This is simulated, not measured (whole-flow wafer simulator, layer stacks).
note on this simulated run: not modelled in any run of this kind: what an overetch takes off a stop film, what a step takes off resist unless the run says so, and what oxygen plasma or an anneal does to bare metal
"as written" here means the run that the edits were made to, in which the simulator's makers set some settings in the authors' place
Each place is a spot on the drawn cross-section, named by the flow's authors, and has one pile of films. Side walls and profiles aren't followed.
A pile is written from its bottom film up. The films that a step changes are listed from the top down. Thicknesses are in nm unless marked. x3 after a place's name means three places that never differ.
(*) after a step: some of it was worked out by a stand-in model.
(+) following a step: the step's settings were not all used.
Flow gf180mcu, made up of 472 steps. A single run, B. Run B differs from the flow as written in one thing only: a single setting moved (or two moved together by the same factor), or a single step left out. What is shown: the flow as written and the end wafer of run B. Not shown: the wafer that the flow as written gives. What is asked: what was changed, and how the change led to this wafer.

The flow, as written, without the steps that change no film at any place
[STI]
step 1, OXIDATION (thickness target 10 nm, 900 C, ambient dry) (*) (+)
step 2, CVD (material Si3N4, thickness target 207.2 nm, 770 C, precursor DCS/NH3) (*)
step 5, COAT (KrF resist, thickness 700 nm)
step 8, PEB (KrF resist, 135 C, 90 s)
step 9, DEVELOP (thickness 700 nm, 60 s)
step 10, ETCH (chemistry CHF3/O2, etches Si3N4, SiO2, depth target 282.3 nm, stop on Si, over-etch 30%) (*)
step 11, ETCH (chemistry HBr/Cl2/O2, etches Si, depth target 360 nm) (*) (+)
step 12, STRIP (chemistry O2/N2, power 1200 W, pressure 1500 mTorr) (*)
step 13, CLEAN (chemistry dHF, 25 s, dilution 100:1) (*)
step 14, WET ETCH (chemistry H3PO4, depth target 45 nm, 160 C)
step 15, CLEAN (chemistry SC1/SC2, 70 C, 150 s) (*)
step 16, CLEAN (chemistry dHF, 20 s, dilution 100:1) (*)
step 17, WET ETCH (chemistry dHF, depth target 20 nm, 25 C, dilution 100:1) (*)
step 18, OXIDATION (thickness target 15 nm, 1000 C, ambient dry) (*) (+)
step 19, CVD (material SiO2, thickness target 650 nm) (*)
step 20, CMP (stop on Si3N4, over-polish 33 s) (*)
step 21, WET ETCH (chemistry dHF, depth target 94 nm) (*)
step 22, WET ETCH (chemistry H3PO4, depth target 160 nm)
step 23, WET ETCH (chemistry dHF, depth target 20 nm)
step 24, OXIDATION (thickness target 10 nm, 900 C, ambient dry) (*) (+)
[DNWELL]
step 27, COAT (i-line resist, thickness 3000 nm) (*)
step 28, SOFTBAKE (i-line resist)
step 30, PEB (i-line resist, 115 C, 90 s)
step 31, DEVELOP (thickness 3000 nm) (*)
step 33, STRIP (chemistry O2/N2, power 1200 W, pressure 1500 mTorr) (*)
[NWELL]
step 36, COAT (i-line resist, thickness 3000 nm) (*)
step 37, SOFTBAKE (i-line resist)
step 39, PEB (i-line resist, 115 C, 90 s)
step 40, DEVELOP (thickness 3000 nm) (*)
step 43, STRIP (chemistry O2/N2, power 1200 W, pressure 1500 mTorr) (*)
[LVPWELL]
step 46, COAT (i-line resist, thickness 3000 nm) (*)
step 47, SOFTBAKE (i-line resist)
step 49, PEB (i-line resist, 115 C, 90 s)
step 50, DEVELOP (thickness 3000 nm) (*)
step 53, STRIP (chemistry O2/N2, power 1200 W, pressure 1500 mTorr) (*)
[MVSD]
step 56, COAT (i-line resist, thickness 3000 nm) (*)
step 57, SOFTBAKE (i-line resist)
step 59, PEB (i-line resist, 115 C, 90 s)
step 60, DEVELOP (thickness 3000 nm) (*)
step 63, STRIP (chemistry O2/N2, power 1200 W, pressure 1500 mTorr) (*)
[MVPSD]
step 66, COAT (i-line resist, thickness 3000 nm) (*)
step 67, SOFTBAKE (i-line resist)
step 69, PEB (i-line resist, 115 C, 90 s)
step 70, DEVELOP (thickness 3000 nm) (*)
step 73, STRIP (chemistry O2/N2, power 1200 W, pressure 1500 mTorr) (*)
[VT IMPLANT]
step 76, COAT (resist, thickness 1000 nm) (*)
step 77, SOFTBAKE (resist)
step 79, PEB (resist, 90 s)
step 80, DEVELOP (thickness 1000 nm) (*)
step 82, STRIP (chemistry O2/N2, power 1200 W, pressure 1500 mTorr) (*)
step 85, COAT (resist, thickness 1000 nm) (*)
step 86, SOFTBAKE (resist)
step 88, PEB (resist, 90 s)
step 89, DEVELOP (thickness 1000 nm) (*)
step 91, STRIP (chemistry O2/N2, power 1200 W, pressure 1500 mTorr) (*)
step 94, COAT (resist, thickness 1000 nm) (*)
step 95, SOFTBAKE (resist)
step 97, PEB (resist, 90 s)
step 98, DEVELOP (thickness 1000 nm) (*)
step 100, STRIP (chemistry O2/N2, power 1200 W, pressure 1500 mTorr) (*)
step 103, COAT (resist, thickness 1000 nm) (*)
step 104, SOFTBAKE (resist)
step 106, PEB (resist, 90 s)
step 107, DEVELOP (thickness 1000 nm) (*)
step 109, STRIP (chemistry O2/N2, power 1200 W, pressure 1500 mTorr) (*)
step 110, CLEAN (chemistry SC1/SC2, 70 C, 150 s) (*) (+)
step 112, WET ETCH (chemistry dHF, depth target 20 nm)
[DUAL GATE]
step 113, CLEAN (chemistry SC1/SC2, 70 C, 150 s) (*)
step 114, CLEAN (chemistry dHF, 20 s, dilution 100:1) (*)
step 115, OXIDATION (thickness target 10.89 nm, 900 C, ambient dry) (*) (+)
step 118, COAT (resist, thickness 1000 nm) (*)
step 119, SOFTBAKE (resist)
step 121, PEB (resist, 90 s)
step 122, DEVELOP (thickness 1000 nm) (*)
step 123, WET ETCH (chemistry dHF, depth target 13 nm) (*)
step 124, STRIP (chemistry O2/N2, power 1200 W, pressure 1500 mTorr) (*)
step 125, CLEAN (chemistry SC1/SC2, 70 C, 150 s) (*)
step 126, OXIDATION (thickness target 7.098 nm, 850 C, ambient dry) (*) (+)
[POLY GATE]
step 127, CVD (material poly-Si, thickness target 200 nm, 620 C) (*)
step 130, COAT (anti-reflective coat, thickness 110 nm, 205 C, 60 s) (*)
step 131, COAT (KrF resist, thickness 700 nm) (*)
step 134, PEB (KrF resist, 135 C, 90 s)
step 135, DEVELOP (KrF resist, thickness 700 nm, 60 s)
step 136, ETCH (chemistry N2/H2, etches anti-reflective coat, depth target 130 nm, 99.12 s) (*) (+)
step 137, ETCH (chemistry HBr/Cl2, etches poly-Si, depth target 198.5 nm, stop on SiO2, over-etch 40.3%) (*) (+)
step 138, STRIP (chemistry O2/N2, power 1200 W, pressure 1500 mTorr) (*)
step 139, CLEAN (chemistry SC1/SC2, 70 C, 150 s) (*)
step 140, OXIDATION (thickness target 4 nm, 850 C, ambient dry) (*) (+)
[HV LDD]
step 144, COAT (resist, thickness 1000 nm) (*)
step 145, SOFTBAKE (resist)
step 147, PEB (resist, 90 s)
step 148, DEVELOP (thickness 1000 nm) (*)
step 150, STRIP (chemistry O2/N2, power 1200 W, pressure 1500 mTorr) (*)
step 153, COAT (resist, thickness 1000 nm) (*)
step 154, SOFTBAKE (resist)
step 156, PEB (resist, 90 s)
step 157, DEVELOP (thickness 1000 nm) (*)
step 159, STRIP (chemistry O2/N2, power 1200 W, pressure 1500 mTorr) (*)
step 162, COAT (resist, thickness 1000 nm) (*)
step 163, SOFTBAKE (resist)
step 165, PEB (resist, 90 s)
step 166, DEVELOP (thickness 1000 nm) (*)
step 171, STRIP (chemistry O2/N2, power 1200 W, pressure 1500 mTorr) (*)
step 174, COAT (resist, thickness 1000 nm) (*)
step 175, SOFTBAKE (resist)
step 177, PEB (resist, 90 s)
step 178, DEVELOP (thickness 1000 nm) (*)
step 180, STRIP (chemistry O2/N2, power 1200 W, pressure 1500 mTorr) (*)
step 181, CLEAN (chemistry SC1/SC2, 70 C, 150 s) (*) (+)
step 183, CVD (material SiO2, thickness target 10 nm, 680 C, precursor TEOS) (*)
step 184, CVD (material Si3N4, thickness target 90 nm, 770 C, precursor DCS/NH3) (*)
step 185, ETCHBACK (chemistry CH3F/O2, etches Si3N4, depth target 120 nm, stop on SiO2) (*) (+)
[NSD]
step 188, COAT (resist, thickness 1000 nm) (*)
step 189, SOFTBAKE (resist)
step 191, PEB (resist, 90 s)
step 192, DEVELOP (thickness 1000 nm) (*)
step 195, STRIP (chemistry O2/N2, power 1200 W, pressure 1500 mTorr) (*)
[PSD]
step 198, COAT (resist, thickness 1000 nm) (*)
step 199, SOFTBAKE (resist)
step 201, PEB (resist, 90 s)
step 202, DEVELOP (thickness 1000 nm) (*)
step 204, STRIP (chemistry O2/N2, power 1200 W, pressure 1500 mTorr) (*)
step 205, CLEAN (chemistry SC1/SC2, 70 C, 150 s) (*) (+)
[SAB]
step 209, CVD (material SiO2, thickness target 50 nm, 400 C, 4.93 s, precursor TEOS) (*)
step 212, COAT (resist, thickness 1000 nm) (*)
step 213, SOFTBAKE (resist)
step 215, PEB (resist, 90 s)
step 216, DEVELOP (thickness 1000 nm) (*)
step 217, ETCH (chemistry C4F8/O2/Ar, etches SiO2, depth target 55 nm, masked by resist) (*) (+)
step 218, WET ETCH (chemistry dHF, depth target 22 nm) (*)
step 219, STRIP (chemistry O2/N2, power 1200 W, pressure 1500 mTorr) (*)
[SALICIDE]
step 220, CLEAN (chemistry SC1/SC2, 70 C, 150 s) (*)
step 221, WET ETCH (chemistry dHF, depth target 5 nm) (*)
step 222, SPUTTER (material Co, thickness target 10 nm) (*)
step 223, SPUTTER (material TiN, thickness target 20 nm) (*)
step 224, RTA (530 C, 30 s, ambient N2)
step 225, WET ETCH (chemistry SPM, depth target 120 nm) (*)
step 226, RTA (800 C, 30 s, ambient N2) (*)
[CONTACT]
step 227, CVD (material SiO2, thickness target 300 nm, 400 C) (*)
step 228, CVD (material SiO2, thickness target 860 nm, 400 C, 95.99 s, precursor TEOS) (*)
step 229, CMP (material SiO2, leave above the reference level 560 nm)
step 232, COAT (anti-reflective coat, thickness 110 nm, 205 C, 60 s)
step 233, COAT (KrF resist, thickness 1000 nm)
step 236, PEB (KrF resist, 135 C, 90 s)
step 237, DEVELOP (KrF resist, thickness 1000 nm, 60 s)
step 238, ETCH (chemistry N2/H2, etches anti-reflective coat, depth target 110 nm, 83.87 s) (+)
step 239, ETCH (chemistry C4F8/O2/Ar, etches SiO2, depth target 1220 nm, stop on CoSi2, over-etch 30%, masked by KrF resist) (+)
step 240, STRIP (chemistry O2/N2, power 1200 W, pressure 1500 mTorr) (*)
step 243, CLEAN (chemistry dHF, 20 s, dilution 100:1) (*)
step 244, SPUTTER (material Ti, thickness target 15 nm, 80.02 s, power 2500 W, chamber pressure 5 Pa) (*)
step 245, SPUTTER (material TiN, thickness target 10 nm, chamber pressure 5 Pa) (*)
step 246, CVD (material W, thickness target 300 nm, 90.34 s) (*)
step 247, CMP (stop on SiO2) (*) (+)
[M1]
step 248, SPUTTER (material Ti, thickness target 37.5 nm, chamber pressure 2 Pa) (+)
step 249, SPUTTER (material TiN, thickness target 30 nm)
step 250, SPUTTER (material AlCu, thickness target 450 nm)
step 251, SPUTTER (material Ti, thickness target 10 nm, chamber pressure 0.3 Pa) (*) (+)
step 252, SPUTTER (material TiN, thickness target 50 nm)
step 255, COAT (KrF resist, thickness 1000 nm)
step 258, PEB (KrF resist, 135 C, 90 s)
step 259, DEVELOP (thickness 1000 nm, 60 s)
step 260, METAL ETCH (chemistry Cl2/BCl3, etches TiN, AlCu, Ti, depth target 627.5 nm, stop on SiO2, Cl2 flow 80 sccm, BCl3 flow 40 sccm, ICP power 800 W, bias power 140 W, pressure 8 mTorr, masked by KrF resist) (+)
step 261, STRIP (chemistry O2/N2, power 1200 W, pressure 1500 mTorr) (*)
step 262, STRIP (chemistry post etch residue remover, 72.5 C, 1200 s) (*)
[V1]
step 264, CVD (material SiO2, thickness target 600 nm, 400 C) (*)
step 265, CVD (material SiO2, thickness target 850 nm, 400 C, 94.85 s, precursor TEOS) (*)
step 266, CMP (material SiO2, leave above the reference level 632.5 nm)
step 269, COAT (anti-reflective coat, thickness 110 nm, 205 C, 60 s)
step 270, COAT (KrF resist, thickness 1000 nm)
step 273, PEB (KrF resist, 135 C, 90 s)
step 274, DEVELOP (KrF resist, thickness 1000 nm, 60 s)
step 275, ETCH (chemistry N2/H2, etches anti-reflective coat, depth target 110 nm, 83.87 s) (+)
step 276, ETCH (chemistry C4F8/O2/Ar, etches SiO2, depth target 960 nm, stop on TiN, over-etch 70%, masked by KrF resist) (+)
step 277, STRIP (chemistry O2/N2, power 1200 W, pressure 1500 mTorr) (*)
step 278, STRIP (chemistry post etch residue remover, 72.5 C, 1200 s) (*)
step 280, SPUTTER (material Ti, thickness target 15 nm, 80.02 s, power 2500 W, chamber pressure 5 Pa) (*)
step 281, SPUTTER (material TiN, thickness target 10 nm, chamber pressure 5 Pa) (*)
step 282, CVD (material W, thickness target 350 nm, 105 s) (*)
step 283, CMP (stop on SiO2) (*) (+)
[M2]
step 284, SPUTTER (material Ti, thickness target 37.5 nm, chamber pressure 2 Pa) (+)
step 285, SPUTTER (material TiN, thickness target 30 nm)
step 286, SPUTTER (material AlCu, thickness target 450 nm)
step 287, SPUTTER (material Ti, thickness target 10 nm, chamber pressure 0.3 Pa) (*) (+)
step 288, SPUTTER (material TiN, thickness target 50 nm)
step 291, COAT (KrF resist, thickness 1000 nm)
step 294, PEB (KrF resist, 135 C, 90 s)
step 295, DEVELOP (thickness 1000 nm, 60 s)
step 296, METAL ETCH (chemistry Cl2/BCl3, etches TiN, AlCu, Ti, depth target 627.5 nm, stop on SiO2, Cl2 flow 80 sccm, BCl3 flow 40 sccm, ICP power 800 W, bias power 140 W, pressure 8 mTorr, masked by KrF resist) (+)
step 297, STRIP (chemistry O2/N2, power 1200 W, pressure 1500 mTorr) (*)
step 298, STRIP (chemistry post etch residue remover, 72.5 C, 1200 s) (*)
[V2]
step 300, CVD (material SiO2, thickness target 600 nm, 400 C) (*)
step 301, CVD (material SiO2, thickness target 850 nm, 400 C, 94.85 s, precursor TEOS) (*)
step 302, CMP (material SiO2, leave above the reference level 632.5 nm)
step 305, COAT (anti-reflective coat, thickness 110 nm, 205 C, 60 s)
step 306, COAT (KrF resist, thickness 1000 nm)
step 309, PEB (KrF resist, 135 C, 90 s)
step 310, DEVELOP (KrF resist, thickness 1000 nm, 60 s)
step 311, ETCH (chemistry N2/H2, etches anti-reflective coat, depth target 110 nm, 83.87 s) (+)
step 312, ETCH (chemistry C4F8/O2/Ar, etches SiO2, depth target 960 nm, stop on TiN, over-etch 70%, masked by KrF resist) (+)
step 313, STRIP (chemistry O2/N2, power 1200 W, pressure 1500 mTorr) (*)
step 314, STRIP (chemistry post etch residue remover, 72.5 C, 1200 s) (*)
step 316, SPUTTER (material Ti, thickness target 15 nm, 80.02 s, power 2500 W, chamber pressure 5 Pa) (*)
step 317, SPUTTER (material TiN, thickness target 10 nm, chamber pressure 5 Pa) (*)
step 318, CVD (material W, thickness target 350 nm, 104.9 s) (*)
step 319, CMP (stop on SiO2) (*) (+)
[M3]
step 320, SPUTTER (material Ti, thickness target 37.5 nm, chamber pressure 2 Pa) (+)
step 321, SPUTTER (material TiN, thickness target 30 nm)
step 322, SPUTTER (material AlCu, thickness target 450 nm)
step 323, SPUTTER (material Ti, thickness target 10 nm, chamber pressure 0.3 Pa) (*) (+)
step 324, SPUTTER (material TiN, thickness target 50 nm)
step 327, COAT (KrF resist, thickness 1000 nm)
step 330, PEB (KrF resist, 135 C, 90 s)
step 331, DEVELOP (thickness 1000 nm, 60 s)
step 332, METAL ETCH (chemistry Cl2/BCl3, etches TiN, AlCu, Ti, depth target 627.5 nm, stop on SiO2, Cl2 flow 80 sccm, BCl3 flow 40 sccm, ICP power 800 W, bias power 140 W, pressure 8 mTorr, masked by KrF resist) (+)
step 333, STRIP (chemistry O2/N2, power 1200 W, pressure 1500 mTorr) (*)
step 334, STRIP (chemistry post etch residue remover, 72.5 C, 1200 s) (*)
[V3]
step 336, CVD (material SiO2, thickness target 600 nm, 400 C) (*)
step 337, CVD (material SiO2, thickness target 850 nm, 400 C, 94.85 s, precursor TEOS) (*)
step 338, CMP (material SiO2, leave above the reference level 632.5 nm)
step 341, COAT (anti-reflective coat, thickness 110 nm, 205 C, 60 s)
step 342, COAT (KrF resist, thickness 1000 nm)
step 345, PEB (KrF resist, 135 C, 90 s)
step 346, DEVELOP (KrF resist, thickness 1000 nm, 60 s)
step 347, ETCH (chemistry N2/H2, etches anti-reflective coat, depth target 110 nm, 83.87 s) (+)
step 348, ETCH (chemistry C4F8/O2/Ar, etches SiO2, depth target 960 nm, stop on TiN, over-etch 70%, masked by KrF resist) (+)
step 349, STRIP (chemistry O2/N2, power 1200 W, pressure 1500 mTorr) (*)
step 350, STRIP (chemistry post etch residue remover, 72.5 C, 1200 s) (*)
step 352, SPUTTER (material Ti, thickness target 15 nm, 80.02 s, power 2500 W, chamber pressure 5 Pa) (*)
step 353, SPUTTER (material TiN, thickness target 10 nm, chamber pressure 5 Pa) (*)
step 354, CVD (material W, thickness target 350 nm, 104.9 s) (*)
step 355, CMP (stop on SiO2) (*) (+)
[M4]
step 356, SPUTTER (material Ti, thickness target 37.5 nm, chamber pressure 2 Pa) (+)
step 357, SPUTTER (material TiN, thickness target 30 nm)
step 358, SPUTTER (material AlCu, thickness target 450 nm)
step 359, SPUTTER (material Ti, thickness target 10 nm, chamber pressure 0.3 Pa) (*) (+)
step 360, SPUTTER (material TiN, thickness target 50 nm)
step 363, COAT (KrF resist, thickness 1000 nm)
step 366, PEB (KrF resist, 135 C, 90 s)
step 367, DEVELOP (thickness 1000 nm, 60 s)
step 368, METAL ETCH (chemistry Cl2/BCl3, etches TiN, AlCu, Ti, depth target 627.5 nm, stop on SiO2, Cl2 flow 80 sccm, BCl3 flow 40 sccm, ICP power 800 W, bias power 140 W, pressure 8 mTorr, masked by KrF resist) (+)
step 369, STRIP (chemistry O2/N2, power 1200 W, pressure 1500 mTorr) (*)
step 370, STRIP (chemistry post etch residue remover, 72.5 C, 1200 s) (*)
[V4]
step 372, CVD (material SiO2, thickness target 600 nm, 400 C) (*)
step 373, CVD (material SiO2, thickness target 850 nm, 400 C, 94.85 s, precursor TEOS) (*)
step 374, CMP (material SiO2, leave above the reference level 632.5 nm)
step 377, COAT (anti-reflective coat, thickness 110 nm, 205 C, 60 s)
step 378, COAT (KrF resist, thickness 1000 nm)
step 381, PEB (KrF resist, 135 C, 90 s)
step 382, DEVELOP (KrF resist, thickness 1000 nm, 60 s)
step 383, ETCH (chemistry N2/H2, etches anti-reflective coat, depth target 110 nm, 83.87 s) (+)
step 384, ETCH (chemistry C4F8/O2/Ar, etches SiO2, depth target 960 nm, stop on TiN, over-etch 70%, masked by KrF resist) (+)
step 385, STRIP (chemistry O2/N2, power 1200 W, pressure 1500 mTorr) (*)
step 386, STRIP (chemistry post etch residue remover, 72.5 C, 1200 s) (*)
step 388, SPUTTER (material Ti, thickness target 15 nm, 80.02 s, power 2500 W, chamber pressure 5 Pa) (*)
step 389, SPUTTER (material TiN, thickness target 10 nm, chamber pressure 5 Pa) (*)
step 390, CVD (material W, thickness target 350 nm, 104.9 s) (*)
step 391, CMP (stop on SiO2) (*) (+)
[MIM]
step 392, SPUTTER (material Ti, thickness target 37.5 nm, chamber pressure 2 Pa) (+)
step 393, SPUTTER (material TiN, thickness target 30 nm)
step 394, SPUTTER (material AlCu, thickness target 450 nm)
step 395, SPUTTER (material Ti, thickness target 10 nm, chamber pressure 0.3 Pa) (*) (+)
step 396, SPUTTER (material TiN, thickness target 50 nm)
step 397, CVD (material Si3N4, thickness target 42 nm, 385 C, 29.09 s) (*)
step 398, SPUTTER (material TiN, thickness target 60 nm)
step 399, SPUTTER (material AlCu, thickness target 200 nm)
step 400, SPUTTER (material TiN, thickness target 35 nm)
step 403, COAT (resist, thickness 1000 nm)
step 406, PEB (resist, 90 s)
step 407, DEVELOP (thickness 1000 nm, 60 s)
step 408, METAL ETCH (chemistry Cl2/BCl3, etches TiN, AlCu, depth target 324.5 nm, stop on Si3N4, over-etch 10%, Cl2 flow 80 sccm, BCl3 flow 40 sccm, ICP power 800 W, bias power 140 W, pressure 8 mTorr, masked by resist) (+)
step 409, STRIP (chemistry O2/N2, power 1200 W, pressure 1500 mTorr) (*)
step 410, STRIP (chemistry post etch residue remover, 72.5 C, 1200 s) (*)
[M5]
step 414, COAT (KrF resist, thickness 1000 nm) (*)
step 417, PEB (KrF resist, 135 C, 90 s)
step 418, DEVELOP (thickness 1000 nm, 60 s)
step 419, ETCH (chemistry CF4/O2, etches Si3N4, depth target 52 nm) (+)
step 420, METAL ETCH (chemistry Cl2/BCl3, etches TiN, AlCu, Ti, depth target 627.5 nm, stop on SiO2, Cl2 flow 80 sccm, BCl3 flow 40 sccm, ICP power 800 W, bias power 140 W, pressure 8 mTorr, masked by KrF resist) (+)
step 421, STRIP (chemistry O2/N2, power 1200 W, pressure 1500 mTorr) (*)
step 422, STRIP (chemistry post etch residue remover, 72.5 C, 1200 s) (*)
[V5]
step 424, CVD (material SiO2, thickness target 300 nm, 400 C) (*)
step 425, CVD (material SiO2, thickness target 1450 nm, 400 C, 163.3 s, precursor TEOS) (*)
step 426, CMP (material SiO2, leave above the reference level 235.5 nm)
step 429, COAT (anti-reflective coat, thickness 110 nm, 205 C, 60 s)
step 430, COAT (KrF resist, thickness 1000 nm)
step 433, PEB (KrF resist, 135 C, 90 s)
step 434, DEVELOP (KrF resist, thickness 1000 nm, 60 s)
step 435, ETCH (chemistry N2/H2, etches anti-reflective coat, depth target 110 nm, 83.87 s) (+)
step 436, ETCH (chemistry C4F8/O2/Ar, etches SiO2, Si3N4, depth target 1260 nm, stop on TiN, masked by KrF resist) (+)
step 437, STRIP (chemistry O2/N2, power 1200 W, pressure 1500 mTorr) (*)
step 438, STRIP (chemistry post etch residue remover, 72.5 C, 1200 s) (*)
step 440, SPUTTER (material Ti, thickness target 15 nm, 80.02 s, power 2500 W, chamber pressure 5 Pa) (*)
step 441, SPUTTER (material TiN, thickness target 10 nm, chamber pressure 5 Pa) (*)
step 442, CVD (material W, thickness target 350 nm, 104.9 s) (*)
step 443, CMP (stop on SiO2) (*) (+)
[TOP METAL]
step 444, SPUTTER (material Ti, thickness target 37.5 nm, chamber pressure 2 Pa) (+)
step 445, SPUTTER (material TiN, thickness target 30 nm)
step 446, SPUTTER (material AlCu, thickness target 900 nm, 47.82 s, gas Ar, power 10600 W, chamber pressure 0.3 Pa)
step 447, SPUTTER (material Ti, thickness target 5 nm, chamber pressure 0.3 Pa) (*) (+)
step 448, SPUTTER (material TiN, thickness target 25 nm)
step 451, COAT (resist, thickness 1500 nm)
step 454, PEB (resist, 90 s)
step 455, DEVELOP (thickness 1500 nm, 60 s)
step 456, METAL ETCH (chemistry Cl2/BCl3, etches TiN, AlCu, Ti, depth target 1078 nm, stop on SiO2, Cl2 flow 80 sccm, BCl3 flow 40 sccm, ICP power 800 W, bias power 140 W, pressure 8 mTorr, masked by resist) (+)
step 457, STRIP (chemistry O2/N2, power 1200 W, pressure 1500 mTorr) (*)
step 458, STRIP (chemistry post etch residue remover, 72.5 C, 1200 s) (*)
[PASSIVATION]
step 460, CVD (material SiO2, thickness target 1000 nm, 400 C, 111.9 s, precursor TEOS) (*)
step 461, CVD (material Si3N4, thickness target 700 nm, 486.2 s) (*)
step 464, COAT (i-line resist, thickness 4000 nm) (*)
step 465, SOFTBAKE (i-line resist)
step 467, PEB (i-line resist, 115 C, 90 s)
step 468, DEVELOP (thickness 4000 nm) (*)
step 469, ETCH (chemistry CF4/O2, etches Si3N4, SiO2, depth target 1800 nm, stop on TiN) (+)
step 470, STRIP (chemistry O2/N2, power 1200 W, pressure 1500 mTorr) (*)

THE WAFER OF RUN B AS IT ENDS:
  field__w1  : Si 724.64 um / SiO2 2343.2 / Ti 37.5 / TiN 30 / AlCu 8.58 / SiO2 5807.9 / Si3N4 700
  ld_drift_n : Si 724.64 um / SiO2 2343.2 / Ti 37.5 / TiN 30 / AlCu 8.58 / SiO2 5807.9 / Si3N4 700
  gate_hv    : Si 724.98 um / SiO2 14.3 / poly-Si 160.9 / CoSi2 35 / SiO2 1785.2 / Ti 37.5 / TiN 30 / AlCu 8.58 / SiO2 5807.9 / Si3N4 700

The reason: step 296, METAL ETCH: depth target 495.7 nm was run, whereas the flow has depth target 627.5 nm.

How this came from the change, step by step:
  step 296, METAL ETCH (chemistry Cl2/BCl3, etches TiN, AlCu, Ti, depth target 627.5 nm, stop on SiO2, Cl2 flow 80 sccm, BCl3 flow 40 sccm, ICP power 800 W, bias power 140 W, pressure 8 mTorr, masked by KrF resist) (+)
      field, field__w1, field__w2 and 103 more: TiN loses 50 (all of it), Ti loses 10 (all of it), AlCu loses 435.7 (in the flow as written it would be: TiN loses 50 (all of it), Ti loses 10 (all of it), AlCu loses 450 (all of it), TiN loses 30 (all of it), Ti loses 37.5 (all of it))
      field__w8, contact, m1, m1__w1, m1_nw: KrF resist loses 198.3 (in the flow as written it would be: KrF resist loses 251)
  step 297, STRIP (chemistry O2/N2, power 1200 W, pressure 1500 mTorr) (*)
      field__w8, contact, m1, m1__w1, m1_nw: KrF resist loses 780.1 (all of it) (in the flow as written it would be: KrF resist loses 727.4 (all of it))
  step 298, STRIP (chemistry post etch residue remover, 72.5 C, 1200 s) (*)
      field, field__w1, field__w2 and 103 more: AlCu loses 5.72 (in the flow as written it would be: nothing)
  step 300, CVD (material SiO2, thickness target 600 nm, 400 C) (*)
      field, field__w1, field__w2 and 103 more: SiO2 gains 600 (new film) (in the flow as written it would be: SiO2 gains 600)
  step 302, CMP (material SiO2, leave above the reference level 632.5 nm)
      field, field__w1, field__w2 and 103 more: SiO2 loses 376.1 (in the flow as written it would be: SiO2 loses 300)
If metal films that touch count as one body, field__w1 has 1 body; the flow as written gives 0 bodies.
If metal films that touch count as one body, ld_drift_n has 1 body; the flow as written gives 0 bodies.
If metal films that touch count as one body, gate_hv has 2 bodies (between them, from the top down: SiO2 1785.2); the flow as written gives 1 body.
